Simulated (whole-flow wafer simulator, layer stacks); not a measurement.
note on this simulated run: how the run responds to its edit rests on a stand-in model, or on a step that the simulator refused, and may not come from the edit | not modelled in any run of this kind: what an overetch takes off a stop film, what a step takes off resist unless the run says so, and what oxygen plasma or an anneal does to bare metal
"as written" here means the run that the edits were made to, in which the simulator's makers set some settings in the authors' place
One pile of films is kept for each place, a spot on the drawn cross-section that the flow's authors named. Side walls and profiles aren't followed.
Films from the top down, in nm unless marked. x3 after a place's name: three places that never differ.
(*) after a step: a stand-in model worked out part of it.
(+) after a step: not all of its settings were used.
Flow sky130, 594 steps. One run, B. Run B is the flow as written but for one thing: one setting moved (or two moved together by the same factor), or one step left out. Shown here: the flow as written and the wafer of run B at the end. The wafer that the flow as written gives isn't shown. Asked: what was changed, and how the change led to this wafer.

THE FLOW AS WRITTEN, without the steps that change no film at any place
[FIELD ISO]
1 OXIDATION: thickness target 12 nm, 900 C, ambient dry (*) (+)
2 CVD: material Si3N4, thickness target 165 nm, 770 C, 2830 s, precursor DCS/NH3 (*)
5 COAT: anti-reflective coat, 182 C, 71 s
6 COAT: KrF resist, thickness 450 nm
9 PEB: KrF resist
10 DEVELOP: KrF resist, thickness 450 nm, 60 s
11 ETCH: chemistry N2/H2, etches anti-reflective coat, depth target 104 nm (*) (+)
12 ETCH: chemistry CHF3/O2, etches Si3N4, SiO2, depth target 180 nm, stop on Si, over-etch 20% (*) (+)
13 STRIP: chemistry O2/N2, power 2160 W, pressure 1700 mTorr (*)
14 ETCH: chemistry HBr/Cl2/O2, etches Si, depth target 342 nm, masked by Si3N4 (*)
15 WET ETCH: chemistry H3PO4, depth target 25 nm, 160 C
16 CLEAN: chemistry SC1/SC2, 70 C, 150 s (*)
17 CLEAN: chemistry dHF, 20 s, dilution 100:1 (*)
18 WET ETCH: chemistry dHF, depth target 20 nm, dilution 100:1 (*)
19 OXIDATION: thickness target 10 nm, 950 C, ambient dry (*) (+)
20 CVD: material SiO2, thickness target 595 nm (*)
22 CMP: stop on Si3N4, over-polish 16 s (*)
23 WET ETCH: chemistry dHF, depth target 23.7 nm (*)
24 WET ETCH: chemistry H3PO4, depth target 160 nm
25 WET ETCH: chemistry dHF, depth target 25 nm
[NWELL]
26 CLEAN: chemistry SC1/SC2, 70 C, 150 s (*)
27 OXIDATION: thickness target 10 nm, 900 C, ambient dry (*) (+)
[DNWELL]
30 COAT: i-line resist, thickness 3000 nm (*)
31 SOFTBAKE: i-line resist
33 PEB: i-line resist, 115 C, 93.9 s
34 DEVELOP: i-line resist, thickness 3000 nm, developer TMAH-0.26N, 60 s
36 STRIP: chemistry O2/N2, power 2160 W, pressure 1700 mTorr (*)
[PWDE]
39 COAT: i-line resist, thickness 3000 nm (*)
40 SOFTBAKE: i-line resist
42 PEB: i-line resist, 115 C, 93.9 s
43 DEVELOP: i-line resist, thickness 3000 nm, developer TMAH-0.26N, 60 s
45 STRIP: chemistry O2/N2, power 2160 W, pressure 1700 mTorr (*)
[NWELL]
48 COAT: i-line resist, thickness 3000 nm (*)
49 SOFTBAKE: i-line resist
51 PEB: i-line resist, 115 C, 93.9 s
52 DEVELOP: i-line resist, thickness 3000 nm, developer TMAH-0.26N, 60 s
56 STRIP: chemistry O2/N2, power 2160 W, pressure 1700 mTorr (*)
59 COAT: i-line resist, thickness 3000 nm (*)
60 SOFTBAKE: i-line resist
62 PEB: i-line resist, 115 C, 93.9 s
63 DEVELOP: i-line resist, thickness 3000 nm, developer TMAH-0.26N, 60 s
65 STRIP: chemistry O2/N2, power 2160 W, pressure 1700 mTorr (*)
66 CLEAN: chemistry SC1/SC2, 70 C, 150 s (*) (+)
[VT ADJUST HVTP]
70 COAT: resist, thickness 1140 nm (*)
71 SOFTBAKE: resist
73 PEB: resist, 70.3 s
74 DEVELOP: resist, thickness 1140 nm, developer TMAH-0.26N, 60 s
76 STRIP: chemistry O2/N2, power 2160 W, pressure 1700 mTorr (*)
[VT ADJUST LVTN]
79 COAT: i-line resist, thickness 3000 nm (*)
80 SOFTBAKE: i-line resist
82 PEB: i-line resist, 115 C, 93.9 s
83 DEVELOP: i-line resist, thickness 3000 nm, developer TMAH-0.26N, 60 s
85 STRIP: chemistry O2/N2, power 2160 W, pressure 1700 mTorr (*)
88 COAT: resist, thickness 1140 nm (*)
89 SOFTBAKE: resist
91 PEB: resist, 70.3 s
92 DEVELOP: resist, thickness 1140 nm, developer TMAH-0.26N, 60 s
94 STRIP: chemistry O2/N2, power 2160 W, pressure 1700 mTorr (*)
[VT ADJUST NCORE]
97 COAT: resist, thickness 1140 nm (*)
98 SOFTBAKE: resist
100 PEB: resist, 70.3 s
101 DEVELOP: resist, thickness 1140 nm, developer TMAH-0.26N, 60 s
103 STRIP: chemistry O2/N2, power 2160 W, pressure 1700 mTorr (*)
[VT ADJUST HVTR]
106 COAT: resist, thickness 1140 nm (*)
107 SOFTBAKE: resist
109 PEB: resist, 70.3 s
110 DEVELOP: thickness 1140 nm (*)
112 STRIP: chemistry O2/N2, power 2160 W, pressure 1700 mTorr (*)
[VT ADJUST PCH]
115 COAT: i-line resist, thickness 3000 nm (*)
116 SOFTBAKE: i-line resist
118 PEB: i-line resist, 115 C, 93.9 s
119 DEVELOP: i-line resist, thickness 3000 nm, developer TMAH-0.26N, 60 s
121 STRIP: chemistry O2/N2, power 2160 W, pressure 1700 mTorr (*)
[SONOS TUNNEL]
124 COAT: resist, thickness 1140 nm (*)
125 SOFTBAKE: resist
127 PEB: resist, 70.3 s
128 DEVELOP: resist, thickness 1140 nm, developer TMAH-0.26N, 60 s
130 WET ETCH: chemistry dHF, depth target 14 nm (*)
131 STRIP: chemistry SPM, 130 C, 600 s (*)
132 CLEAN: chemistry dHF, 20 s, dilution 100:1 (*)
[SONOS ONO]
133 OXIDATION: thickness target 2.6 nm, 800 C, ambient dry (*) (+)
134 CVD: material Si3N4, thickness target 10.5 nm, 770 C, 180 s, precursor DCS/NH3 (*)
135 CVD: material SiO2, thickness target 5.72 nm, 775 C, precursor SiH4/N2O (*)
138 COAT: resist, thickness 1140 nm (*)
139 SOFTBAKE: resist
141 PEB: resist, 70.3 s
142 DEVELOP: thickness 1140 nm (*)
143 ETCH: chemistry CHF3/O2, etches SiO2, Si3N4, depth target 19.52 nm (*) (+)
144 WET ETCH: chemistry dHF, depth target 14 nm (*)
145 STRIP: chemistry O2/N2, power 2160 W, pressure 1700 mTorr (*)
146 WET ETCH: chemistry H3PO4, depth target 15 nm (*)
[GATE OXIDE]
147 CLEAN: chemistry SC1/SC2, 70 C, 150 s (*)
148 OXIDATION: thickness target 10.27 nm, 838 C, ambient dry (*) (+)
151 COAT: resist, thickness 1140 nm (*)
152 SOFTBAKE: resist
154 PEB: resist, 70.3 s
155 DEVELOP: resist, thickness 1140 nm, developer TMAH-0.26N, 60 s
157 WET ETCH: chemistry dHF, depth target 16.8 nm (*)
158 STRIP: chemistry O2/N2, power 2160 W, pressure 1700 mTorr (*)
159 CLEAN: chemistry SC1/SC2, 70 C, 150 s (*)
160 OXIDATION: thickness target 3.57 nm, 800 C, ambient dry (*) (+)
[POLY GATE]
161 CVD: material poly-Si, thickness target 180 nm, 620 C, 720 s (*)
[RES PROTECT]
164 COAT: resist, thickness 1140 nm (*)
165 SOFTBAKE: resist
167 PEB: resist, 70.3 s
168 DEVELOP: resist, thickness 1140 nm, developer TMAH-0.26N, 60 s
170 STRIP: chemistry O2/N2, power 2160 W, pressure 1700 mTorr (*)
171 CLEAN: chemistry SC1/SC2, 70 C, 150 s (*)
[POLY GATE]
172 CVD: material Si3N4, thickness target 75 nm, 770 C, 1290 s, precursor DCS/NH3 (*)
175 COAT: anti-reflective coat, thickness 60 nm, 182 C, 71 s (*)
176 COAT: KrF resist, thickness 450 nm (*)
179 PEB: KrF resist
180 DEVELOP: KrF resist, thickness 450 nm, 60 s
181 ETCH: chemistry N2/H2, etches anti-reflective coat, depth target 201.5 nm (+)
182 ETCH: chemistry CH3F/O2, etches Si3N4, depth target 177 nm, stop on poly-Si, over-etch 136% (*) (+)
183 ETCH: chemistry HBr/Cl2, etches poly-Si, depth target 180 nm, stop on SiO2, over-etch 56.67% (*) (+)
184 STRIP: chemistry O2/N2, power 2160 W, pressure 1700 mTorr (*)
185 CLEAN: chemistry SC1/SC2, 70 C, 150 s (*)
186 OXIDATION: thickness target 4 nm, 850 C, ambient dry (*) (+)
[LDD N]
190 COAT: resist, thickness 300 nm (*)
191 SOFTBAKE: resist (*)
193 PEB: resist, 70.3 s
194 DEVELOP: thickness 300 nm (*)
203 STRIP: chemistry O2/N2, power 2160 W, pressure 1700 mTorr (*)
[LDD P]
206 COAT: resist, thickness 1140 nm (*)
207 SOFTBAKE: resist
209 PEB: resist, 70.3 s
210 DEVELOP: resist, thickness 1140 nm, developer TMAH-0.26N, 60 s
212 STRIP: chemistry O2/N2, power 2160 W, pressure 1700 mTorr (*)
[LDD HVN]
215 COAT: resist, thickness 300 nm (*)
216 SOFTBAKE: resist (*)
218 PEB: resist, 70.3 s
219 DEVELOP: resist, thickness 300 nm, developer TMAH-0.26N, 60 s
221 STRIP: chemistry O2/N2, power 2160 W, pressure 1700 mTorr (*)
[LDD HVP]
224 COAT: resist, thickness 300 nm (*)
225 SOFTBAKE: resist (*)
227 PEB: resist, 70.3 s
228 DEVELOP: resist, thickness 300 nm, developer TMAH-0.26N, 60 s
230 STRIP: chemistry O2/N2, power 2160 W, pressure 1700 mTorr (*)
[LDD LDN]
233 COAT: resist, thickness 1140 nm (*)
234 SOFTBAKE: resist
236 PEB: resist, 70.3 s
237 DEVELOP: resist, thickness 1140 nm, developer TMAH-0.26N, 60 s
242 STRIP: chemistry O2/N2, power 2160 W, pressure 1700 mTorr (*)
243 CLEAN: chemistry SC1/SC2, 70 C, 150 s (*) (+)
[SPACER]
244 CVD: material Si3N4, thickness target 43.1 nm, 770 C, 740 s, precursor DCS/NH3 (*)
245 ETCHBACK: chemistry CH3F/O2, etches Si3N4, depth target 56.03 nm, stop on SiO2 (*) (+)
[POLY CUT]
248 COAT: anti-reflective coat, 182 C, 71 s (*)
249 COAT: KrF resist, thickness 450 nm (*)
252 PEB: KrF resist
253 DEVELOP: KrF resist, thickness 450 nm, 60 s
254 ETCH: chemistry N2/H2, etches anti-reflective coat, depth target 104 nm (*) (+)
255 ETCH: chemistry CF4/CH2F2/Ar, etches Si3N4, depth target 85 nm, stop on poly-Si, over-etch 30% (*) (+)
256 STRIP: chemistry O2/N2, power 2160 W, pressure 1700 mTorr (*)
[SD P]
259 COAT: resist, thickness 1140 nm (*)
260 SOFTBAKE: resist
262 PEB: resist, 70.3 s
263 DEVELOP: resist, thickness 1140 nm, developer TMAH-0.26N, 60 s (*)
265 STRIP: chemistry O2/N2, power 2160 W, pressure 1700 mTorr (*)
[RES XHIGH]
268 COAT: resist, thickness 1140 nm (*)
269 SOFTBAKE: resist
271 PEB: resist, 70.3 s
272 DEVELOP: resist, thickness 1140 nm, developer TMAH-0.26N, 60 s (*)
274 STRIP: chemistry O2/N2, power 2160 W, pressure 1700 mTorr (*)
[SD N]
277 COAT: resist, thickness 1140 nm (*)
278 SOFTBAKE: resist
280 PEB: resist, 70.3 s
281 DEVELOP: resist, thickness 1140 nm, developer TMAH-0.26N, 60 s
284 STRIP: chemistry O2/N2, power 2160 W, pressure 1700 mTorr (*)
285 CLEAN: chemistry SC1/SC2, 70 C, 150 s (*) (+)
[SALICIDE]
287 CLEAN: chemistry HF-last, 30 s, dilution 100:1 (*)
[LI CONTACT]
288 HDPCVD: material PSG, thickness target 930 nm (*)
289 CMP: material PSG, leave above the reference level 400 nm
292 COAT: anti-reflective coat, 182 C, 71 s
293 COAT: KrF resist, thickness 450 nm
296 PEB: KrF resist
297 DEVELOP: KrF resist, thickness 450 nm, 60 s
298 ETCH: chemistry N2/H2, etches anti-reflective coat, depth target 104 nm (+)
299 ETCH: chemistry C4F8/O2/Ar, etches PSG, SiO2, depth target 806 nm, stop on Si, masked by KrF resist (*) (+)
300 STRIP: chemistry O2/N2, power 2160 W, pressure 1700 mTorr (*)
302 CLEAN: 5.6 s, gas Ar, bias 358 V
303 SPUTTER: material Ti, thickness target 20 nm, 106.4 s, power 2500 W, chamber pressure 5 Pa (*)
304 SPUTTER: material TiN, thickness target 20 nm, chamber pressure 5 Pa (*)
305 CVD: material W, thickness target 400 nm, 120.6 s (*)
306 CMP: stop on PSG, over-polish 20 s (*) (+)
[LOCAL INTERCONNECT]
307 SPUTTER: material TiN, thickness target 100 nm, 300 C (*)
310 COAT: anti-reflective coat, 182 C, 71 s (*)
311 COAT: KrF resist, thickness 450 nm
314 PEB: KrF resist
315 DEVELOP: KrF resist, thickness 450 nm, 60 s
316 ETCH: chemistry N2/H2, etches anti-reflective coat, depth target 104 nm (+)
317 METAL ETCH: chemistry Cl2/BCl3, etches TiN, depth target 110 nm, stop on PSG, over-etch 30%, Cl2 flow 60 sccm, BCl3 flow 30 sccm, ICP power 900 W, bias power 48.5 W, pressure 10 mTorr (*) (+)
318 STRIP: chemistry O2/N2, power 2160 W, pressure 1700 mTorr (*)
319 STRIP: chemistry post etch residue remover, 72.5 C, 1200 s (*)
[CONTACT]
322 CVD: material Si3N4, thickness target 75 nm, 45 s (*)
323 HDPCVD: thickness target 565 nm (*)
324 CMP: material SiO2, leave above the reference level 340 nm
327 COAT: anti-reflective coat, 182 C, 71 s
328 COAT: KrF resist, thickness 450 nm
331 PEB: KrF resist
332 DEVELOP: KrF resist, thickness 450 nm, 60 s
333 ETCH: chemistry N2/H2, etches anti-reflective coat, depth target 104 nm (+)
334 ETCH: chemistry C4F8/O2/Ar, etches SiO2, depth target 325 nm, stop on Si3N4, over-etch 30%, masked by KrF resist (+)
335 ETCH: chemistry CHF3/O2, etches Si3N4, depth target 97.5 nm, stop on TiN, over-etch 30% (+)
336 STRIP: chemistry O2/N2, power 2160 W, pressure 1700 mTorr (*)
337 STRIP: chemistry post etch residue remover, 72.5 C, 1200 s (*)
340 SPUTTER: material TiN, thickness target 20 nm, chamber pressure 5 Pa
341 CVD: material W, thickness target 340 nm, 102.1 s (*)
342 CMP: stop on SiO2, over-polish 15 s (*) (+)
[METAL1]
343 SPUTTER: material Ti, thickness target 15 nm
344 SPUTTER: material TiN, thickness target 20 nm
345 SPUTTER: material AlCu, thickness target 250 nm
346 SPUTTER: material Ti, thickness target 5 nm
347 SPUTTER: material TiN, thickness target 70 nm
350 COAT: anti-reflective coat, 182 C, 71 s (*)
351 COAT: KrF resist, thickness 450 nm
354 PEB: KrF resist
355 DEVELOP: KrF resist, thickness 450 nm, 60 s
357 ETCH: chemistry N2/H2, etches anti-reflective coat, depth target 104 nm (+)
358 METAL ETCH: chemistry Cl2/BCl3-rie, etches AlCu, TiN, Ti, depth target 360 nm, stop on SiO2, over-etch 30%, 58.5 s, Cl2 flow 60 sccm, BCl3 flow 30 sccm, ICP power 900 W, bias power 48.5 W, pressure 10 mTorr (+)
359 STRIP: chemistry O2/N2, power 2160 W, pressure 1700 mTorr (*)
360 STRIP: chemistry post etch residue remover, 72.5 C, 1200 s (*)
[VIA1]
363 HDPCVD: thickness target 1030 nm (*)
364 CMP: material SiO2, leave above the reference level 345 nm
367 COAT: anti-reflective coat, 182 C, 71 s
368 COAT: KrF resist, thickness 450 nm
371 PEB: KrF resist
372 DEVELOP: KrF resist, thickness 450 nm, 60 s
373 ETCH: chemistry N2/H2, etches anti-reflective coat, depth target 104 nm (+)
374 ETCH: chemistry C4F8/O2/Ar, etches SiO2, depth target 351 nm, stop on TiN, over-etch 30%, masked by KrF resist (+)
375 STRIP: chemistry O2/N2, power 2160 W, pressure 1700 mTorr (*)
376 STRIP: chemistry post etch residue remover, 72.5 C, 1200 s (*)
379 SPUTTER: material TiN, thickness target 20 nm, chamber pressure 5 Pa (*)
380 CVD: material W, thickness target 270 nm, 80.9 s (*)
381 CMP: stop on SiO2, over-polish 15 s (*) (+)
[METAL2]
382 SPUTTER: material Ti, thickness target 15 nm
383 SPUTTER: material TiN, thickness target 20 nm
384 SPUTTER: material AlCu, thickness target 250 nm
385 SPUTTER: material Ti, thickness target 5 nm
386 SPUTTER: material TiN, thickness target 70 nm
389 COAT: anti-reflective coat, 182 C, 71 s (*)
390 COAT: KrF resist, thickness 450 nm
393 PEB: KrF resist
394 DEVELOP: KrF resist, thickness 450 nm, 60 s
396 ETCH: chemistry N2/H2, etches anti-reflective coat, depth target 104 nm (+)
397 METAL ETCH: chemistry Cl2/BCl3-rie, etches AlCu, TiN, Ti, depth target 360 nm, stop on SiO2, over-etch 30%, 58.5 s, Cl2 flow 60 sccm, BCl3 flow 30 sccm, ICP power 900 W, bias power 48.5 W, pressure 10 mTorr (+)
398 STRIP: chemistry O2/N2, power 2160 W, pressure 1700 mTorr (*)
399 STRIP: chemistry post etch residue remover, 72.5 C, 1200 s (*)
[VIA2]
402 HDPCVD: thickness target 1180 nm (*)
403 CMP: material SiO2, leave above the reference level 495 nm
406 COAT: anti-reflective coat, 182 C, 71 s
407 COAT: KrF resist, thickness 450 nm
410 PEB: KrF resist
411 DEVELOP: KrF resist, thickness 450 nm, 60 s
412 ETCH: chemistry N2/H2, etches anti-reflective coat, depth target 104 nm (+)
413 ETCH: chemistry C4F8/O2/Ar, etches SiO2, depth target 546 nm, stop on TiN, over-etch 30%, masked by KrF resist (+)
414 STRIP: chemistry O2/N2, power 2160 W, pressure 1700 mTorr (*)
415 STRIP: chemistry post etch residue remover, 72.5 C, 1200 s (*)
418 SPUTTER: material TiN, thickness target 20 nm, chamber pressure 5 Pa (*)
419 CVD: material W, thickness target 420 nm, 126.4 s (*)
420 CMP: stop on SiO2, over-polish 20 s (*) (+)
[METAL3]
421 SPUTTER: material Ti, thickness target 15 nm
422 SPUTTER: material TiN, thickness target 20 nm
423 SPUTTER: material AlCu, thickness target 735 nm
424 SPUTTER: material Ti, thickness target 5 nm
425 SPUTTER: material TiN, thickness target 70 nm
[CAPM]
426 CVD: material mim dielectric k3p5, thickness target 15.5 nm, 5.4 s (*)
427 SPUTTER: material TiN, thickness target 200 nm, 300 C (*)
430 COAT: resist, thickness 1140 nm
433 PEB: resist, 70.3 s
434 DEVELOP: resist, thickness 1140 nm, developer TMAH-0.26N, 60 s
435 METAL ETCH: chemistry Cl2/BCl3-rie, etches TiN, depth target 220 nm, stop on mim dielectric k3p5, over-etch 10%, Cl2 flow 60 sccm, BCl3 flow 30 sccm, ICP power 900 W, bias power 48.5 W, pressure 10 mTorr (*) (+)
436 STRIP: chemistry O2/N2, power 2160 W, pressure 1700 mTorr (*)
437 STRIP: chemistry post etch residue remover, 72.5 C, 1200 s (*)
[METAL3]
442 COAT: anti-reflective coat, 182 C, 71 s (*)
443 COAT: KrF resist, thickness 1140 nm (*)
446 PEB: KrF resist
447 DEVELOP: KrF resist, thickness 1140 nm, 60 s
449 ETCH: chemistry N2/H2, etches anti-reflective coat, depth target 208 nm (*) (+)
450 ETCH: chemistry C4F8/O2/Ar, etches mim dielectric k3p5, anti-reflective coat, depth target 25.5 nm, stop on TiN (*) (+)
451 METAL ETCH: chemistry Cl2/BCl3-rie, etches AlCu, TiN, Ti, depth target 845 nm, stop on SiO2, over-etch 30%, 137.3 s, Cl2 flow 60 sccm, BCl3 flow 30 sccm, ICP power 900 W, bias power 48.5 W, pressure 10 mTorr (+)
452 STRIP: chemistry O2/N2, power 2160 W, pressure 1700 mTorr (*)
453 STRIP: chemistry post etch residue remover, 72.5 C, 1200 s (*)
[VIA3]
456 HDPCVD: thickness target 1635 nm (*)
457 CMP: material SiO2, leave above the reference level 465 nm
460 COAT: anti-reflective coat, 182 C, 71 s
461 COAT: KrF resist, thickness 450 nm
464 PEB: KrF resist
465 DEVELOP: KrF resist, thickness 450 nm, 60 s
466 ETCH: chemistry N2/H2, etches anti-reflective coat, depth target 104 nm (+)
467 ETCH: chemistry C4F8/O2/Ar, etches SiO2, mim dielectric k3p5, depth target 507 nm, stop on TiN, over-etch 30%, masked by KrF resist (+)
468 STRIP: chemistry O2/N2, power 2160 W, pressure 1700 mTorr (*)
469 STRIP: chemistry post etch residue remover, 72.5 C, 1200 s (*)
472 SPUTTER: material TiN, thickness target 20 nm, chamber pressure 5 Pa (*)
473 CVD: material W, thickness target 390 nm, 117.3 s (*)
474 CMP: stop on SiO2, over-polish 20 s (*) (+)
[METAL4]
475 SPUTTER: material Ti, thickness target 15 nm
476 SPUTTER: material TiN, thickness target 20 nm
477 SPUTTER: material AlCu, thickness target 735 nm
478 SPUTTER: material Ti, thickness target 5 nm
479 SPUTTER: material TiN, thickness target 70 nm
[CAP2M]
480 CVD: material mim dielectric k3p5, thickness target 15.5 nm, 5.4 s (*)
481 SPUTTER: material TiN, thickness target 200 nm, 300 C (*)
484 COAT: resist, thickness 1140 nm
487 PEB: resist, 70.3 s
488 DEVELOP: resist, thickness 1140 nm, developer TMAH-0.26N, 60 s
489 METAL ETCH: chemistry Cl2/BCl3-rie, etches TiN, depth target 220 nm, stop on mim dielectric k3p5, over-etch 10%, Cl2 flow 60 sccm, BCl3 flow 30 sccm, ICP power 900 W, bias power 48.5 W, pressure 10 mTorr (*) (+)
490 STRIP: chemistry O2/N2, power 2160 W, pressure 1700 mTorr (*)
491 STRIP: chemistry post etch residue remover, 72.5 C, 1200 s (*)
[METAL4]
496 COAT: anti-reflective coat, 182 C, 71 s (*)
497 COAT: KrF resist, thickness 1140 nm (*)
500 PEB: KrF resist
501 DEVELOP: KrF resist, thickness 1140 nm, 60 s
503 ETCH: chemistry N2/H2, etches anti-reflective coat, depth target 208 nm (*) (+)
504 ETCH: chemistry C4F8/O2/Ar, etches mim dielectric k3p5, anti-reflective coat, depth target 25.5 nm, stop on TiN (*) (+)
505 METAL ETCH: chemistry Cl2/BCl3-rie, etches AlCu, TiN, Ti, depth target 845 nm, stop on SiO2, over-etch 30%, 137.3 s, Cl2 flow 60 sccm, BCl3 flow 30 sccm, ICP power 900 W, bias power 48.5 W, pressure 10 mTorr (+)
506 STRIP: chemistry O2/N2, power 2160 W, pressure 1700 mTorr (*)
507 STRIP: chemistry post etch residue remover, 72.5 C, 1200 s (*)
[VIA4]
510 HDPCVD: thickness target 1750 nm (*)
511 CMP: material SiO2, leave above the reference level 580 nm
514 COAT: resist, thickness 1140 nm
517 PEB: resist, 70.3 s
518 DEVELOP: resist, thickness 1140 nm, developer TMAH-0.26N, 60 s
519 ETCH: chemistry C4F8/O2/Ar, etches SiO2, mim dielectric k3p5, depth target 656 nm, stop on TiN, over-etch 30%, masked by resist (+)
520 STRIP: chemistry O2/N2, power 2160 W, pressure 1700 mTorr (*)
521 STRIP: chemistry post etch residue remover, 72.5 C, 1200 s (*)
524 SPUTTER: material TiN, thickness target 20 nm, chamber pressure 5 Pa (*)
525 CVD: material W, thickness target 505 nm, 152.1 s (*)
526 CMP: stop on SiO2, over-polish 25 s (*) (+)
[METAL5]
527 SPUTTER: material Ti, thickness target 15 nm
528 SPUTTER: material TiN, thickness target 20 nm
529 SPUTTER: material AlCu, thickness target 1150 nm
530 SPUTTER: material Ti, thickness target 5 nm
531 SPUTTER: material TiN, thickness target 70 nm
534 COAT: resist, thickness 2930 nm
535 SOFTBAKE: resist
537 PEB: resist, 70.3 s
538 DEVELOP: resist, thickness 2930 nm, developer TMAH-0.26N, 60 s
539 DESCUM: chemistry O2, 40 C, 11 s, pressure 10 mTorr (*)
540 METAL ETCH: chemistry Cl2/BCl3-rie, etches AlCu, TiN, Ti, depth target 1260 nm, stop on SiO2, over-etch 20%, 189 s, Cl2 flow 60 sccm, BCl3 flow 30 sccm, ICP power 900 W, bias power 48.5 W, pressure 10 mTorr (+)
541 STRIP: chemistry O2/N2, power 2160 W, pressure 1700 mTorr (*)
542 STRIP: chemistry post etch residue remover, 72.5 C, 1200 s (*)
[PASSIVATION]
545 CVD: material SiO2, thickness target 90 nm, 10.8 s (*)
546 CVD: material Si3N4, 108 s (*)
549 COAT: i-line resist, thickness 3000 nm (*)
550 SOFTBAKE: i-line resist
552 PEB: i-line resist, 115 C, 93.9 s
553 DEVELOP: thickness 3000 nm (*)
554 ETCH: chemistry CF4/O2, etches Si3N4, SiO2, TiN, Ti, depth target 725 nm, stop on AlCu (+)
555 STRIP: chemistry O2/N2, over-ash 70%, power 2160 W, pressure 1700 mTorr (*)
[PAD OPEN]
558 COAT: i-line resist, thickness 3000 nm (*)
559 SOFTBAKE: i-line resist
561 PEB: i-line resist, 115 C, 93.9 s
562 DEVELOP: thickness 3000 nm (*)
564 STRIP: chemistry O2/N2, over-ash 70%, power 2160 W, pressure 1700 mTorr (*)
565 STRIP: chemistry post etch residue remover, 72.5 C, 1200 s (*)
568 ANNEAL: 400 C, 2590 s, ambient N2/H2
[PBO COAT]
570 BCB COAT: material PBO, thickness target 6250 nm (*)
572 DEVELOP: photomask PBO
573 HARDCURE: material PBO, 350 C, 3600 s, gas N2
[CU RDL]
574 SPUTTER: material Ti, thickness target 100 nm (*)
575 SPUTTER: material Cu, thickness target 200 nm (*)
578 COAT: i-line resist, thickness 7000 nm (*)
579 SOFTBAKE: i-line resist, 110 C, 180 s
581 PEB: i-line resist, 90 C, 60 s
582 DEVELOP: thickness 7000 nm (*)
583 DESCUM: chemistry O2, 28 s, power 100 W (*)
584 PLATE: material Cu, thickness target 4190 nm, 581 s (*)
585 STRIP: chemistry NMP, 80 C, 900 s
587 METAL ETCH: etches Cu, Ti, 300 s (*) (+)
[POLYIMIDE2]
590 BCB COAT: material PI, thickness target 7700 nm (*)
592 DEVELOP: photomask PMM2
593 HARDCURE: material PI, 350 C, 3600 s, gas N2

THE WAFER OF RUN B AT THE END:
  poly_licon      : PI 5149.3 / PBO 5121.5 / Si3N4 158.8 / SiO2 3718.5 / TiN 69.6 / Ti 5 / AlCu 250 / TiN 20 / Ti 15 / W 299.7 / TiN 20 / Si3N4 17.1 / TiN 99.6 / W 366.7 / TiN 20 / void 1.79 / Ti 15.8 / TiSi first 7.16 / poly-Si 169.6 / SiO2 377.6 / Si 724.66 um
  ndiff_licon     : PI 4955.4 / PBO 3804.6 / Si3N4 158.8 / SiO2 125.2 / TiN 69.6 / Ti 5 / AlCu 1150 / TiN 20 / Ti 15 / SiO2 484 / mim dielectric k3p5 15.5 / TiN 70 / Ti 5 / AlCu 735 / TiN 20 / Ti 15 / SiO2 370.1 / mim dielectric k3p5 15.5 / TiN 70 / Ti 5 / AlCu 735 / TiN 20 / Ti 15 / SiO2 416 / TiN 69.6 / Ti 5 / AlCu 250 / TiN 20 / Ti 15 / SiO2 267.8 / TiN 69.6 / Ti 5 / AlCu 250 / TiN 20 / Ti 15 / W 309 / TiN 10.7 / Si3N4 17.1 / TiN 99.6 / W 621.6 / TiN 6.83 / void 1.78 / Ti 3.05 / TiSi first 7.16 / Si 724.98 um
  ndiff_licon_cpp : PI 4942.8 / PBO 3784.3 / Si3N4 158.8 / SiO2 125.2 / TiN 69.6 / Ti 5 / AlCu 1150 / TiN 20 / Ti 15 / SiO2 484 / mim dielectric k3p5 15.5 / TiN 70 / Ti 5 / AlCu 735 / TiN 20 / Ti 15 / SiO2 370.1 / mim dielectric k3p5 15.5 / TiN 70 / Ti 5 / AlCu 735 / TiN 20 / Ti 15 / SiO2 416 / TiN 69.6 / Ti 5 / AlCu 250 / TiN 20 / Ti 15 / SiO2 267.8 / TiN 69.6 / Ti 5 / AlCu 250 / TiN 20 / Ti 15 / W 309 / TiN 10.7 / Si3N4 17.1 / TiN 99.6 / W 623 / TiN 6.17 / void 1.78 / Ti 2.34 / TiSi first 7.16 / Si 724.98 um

The cause: step 335, ETCH: depth target 57.5 nm was run, where the flow has depth target 97.5 nm.

How the change led to this, step by step:
  335 ETCH: chemistry CHF3/O2, etches Si3N4, depth target 97.5 nm, stop on TiN, over-etch 30% (+)
      poly_licon, ndiff_licon, ndiff_licon_cpp, rpo_hd_licon: Si3N4 -57.5 (as written it would be: Si3N4 -75 (all of it))
      field, active, n_well and 184 more: KrF resist -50 (as written it would be: KrF resist -84.8)
  336 STRIP: chemistry O2/N2, power 2160 W, pressure 1700 mTorr (*)
      field, active, n_well and 184 more: KrF resist -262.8 (all of it), anti-reflective coat -80 (all of it) (as written it would be: KrF resist -228 (all of it), anti-reflective coat -80 (all of it))
  340 SPUTTER: material TiN, thickness target 20 nm, chamber pressure 5 Pa
      ndiff_licon, ndiff_licon_cpp, rpo_hd_licon: TiN +10.7 (new film) (as written it would be: TiN +10.4)
      poly_licon: TiN +20 (new film) (as written it would be: TiN +20)
  341 CVD: material W, thickness target 340 nm, 102.1 s (*)
      ndiff_licon, ndiff_licon_cpp, rpo_hd_licon: W +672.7 (new film) (as written it would be: W +690.5 (new film))
  342 CMP: stop on SiO2, over-polish 15 s (*) (+)
      poly_licon: W -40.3 (as written it would be: W -22.8)
Counting metal films that touch as one body, poly_licon has 3 bodies (between them, from the top down: Si3N4 17.1; void 1.79); the flow as written gives 2 bodies (between them, from the top down: void 1.79).
Counting metal films that touch as one body, ndiff_licon has 7 bodies (between them, from the top down: SiO2 484 / mim dielectric k3p5 15.5; SiO2 370.1 / mim dielectric k3p5 15.5; SiO2 416; SiO2 267.8; Si3N4 17.1; void 1.78); the flow as written gives 6 bodies (between them, from the top down: SiO2 484 / mim dielectric k3p5 15.5; SiO2 370.1 / mim dielectric k3p5 15.5; SiO2 416; SiO2 267.8; void 1.78).
Counting metal films that touch as one body, ndiff_licon_cpp has 7 bodies (between them, from the top down: SiO2 484 / mim dielectric k3p5 15.5; SiO2 370.1 / mim dielectric k3p5 15.5; SiO2 416; SiO2 267.8; Si3N4 17.1; void 1.78); the flow as written gives 6 bodies (between them, from the top down: SiO2 484 / mim dielectric k3p5 15.5; SiO2 370.1 / mim dielectric k3p5 15.5; SiO2 416; SiO2 267.8; void 1.78).
